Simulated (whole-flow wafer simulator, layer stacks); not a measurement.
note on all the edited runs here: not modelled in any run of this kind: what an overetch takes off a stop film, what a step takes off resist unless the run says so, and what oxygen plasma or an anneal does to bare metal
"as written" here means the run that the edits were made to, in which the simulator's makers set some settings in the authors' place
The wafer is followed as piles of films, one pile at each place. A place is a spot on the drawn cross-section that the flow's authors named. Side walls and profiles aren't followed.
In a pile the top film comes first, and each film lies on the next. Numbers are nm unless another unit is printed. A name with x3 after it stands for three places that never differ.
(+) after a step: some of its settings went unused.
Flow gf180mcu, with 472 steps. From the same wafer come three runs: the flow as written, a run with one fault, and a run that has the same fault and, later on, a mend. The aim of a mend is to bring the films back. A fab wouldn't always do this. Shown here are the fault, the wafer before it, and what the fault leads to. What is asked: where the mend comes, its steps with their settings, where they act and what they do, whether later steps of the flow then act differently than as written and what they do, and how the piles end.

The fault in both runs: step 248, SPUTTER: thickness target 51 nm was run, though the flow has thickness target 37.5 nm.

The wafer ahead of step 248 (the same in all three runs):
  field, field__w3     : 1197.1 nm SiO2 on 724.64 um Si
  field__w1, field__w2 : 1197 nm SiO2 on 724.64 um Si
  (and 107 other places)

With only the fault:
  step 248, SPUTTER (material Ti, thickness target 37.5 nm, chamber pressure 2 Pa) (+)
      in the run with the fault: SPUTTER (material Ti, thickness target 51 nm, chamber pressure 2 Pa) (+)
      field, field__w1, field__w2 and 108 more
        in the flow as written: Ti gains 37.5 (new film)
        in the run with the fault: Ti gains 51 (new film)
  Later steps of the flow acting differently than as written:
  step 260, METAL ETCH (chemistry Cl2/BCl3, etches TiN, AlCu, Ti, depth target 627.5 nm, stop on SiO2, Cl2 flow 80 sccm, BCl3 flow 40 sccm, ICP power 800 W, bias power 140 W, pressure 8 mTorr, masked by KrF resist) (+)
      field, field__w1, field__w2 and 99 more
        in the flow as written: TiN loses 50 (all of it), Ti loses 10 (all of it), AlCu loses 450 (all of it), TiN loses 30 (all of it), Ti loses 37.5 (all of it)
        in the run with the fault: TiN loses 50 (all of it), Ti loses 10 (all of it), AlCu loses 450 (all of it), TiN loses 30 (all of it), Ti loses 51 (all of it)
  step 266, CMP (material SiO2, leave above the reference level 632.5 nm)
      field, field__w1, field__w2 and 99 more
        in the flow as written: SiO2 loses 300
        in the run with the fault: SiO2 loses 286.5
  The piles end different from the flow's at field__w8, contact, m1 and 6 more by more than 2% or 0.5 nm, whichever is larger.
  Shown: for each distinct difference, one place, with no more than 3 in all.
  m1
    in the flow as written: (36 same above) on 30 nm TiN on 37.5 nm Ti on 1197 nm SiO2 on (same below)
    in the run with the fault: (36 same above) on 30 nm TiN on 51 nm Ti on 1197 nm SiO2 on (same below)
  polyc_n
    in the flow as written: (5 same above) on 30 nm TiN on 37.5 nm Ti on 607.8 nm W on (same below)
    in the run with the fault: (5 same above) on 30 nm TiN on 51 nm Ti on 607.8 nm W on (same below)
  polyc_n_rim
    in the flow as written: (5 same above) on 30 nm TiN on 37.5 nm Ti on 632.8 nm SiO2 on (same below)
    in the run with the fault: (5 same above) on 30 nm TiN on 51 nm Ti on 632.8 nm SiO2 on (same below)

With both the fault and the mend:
  The mend follows step 248.
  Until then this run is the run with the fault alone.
  step 248a, METAL ETCH (chemistry Cl2/BCl3, etches TiN, AlCu, Ti, depth target 13.5 nm, Cl2 flow 80 sccm, BCl3 flow 40 sccm, ICP power 800 W, bias power 140 W, pressure 8 mTorr)
      field, field__w1, field__w2 and 108 more
        Ti loses 13.5
  Later steps of the flow that are run all act as written at every place that is followed.
  The piles end the same as the flow's at every place that both follow.
